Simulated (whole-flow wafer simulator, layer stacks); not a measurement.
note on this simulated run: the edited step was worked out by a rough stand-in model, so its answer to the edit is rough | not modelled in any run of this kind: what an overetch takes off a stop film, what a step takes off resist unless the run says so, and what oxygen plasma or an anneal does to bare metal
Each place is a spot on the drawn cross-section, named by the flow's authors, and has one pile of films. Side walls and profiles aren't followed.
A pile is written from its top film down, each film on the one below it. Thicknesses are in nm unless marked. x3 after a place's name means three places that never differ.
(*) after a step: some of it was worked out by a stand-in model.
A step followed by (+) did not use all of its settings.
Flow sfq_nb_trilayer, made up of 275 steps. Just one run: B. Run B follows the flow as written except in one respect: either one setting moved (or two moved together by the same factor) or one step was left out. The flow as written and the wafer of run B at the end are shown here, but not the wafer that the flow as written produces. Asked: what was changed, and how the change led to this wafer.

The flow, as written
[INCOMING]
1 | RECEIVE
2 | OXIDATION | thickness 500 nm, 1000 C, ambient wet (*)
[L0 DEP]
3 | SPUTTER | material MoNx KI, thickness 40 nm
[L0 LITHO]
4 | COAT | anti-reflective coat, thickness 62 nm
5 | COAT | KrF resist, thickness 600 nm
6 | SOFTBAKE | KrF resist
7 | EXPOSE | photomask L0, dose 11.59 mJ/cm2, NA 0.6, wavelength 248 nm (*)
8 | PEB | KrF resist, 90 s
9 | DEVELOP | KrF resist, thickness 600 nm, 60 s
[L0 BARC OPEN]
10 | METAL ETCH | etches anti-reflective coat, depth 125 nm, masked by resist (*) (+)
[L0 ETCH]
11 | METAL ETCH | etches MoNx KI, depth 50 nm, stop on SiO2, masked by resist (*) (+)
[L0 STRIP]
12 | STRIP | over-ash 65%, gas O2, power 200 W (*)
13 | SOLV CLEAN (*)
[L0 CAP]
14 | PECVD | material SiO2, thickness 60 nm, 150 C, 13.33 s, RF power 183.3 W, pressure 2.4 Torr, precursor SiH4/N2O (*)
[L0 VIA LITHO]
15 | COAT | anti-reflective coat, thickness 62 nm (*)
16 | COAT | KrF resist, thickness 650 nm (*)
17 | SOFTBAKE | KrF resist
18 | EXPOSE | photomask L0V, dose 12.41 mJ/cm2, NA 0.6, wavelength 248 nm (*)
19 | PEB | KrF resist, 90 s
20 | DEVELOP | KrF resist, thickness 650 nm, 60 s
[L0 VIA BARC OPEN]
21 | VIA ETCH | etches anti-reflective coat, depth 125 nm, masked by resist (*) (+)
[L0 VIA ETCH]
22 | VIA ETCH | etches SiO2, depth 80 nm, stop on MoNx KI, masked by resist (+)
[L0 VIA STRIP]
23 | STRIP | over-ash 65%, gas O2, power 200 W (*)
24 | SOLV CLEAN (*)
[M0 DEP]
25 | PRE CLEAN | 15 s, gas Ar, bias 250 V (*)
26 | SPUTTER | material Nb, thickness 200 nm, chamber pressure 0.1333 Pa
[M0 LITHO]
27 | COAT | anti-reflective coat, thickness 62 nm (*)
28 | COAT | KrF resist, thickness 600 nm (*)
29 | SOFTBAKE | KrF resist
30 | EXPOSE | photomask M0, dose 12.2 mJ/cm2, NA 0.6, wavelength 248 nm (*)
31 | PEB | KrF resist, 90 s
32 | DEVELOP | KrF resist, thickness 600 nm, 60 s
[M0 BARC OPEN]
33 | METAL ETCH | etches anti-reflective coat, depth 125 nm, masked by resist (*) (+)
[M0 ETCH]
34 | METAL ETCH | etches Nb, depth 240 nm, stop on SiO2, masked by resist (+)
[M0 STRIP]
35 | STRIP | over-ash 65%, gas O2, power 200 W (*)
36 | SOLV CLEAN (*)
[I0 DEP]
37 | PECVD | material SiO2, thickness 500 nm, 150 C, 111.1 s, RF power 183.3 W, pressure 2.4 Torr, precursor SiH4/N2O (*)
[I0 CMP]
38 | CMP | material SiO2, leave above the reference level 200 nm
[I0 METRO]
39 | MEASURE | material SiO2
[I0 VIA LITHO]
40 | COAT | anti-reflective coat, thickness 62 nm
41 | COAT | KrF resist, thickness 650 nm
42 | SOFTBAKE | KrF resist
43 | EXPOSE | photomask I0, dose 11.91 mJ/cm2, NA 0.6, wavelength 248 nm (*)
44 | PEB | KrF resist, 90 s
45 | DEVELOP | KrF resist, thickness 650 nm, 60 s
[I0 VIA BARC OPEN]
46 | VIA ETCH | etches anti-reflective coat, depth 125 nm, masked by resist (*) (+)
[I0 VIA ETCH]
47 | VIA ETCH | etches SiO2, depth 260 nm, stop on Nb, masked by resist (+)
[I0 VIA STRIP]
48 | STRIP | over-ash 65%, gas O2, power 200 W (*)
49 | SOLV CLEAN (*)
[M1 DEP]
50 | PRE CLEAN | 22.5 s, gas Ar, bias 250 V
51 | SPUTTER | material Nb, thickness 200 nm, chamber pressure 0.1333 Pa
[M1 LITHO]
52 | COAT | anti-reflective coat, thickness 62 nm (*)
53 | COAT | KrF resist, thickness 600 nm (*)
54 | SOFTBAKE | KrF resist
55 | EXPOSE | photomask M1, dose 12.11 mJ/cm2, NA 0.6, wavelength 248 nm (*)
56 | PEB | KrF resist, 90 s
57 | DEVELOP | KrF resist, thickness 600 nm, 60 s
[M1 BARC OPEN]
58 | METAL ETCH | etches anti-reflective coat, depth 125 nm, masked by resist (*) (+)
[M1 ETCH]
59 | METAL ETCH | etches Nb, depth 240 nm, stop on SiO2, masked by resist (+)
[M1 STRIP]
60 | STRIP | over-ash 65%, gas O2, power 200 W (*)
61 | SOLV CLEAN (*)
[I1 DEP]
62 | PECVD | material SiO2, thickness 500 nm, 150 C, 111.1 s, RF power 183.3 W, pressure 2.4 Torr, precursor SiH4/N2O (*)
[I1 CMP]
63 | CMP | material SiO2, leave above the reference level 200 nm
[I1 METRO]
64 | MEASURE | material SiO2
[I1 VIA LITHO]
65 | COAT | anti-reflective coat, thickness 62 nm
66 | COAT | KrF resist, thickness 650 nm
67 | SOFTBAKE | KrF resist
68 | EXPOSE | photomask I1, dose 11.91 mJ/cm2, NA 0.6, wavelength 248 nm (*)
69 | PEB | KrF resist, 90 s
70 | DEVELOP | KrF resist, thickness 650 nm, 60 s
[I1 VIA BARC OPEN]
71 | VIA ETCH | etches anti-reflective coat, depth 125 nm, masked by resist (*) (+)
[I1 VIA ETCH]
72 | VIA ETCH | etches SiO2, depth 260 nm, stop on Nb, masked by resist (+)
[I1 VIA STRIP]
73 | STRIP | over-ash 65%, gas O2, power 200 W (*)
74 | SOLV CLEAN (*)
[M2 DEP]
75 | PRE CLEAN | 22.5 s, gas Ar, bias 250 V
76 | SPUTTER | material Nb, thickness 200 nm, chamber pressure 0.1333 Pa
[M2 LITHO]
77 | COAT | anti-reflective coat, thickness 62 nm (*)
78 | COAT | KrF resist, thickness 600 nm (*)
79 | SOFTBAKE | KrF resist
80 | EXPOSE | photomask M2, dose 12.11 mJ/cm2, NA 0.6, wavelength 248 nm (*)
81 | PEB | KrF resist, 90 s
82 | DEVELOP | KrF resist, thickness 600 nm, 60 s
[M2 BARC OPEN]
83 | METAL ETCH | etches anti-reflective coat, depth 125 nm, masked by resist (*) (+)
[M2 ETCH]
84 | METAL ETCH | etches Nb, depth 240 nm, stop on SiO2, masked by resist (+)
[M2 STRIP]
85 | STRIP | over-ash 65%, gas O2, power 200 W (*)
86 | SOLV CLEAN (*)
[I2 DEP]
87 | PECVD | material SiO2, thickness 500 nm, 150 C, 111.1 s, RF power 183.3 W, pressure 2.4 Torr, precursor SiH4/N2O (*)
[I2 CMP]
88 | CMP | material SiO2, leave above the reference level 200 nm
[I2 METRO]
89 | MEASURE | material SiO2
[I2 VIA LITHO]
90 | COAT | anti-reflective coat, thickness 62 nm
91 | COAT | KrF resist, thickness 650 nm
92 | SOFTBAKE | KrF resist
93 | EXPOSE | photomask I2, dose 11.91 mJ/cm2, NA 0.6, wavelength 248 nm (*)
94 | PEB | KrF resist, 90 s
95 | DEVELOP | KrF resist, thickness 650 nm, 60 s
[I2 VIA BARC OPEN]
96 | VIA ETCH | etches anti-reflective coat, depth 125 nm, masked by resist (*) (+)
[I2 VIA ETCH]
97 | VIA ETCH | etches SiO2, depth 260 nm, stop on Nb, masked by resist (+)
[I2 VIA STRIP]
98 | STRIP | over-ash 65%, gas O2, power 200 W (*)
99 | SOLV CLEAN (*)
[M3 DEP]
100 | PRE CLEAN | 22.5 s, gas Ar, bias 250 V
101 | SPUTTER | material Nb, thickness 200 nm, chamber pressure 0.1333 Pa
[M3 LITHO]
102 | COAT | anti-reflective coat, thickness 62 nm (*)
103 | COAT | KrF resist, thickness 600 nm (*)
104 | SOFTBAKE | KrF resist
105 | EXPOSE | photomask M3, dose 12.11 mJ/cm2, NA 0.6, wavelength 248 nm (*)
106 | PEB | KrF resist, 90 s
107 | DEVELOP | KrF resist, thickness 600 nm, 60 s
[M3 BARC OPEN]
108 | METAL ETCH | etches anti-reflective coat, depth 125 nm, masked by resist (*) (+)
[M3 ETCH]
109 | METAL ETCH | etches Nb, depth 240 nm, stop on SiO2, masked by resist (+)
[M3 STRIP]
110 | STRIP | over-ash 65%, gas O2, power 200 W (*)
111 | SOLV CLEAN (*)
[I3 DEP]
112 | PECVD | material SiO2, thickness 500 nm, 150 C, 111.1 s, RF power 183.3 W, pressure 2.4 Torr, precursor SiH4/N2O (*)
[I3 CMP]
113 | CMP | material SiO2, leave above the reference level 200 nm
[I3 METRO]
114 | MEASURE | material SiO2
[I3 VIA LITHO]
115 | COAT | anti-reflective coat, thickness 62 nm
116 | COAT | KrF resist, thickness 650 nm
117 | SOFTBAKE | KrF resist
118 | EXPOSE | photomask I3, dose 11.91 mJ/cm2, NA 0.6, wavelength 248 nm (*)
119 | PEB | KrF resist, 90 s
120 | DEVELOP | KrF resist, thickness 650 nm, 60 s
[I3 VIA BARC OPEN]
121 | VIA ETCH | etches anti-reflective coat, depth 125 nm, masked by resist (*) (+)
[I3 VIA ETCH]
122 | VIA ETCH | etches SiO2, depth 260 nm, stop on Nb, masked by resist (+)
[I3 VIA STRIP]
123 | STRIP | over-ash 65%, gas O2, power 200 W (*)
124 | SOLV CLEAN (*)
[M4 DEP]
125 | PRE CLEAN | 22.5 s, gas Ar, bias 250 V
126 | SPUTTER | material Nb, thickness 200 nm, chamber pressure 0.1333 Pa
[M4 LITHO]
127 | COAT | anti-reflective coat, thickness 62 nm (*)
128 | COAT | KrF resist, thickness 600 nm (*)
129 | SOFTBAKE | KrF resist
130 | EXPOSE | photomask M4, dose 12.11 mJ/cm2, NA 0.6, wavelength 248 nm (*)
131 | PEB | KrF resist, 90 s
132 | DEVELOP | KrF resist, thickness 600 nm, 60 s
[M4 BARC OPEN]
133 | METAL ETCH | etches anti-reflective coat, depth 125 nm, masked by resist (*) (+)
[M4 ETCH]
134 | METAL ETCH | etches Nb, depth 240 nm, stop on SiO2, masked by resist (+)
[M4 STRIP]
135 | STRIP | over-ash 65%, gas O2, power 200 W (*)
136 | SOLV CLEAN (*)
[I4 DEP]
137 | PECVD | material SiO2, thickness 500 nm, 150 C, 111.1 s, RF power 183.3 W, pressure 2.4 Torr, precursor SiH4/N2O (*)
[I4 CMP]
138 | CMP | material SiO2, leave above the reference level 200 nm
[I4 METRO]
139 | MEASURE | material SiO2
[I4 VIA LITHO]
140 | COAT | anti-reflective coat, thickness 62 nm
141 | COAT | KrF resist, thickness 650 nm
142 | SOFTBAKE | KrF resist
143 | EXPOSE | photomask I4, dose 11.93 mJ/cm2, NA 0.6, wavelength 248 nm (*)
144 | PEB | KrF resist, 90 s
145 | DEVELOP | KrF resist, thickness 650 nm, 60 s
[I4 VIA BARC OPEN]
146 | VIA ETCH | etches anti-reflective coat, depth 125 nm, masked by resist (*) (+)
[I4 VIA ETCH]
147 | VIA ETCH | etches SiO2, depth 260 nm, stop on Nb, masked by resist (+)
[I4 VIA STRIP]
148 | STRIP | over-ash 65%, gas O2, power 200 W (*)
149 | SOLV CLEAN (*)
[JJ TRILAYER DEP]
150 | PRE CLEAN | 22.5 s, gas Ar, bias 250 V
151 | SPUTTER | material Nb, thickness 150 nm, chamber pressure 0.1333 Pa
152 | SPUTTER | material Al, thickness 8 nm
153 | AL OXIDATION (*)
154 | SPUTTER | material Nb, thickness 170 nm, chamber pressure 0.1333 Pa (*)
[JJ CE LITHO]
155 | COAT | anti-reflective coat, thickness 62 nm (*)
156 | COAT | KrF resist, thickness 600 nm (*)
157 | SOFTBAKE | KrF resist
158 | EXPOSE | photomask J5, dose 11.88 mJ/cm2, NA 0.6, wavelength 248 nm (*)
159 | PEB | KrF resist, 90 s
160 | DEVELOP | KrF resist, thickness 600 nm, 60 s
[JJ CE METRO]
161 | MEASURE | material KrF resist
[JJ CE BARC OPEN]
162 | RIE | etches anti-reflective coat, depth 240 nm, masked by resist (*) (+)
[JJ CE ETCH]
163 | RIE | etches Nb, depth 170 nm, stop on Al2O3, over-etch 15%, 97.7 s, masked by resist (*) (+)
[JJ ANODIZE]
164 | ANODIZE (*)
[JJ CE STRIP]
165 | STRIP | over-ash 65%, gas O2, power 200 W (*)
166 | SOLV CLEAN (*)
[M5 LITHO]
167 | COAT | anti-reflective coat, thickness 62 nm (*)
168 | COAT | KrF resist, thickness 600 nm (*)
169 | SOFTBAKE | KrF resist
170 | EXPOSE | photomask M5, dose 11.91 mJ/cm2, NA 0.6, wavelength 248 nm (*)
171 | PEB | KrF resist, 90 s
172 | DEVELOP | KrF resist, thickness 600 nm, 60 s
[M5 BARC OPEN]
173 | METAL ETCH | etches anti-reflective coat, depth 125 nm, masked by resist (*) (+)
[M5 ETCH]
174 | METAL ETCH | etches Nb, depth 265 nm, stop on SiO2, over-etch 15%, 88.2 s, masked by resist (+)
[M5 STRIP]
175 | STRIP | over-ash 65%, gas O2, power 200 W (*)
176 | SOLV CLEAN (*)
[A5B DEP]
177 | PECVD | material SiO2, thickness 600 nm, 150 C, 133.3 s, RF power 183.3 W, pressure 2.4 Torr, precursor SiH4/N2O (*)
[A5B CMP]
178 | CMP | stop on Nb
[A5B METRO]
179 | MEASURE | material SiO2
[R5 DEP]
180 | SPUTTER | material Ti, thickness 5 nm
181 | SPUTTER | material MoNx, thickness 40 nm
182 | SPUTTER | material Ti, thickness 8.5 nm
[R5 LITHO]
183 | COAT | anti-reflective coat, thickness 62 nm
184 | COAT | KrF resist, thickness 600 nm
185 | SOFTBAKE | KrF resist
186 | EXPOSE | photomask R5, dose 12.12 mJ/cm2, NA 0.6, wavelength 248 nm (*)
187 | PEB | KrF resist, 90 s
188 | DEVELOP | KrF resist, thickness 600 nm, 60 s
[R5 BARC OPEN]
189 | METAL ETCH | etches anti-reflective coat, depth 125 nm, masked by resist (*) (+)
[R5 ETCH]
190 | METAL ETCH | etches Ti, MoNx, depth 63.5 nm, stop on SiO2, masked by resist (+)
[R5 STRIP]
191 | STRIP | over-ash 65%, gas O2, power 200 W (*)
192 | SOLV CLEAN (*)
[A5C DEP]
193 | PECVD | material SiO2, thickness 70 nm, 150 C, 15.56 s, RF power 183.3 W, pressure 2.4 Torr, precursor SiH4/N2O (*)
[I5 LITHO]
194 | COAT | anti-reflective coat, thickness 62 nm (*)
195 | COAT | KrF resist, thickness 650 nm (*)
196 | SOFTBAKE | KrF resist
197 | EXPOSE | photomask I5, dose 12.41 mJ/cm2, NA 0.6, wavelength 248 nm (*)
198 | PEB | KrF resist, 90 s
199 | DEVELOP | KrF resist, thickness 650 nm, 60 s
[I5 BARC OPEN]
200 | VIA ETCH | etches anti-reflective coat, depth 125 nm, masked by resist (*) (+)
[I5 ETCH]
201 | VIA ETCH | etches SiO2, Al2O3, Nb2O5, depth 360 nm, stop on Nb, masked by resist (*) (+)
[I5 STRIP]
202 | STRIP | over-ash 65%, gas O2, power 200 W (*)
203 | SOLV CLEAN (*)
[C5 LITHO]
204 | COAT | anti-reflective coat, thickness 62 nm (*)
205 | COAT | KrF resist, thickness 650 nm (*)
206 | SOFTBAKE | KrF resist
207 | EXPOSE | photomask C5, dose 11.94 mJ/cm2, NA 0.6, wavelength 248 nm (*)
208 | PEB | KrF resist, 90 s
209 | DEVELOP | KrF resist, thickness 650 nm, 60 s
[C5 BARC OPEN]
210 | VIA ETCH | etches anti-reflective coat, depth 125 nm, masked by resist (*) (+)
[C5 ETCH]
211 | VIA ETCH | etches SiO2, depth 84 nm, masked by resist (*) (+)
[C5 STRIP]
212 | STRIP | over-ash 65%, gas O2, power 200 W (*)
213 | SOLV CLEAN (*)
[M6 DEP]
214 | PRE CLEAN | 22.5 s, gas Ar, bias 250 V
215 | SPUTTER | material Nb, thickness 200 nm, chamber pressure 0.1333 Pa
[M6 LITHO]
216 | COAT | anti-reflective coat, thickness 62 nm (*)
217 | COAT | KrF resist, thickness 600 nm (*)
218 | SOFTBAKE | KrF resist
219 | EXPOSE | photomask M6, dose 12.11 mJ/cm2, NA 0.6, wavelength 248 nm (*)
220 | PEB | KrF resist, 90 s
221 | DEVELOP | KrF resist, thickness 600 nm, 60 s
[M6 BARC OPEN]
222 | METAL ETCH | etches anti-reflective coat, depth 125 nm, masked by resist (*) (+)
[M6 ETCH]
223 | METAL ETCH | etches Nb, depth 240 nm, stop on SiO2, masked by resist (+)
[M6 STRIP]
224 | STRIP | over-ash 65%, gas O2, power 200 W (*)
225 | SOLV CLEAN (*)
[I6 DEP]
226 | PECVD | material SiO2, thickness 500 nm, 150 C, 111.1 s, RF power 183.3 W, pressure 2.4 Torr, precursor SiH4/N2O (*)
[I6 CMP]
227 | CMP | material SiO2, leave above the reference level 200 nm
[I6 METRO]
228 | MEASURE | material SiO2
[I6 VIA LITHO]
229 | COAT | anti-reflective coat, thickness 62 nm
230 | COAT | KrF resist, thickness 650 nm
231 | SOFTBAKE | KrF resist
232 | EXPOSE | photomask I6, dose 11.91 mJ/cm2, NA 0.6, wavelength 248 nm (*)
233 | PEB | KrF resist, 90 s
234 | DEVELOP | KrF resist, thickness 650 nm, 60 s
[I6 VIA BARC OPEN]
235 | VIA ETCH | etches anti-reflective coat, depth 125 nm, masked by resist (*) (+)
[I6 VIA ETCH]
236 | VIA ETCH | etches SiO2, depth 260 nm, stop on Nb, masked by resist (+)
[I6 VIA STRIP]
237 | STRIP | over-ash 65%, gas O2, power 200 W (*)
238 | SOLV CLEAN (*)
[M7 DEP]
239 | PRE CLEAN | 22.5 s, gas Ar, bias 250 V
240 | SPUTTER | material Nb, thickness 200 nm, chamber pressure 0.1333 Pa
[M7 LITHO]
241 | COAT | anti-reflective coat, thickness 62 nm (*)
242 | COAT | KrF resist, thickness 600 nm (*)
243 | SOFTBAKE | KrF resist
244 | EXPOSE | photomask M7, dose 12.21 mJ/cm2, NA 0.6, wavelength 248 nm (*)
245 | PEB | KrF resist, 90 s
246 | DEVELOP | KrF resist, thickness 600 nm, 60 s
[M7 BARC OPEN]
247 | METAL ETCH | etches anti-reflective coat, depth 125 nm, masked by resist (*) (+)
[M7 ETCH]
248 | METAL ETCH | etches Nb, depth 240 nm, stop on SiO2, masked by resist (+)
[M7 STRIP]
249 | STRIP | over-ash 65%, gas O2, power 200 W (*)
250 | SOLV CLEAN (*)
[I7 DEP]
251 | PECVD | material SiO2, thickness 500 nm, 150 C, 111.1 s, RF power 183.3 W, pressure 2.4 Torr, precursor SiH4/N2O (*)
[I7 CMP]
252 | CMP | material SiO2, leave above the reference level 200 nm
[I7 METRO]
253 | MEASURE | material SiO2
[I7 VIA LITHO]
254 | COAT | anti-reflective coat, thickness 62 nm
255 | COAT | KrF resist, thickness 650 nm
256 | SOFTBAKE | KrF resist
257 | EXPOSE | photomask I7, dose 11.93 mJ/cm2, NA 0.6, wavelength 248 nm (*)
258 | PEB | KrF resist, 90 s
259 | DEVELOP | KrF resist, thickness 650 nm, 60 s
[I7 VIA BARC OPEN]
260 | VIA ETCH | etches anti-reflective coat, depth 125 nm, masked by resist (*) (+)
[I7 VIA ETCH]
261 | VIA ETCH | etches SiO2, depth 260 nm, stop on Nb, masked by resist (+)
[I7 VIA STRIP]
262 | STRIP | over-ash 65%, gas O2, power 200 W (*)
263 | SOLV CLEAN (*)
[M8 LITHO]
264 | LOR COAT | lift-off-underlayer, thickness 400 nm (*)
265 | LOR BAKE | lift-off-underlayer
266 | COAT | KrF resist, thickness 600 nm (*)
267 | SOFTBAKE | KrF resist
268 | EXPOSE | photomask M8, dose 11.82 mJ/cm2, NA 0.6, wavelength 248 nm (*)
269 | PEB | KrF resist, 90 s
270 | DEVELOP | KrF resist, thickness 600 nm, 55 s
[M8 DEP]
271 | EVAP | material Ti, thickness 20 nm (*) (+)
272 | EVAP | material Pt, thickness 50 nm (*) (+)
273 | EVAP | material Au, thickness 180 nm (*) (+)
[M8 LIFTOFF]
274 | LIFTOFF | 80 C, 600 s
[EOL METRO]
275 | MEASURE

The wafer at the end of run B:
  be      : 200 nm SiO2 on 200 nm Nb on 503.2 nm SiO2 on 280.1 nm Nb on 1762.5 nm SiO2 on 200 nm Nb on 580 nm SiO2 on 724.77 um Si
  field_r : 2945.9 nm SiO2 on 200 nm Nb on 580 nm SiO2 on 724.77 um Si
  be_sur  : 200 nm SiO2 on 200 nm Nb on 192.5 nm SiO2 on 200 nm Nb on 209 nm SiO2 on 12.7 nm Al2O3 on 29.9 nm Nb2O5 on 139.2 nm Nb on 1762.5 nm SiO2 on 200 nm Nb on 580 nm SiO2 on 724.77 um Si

The reason: step 2, OXIDATION: thickness 525 nm was run, whereas the flow has thickness 500 nm.

The path from the change to this, step by step:
  2 | OXIDATION | thickness 500 nm, 1000 C, ambient wet (*)
      field_l, v_sur, via_wl and 103 more: SiO2 gains 525 (new film), chemical SiO2 loses 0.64 (all of it), Si loses 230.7 (as written it would have been: SiO2 gains 500 (new film), chemical SiO2 loses 0.64 (all of it), Si loses 219.7)
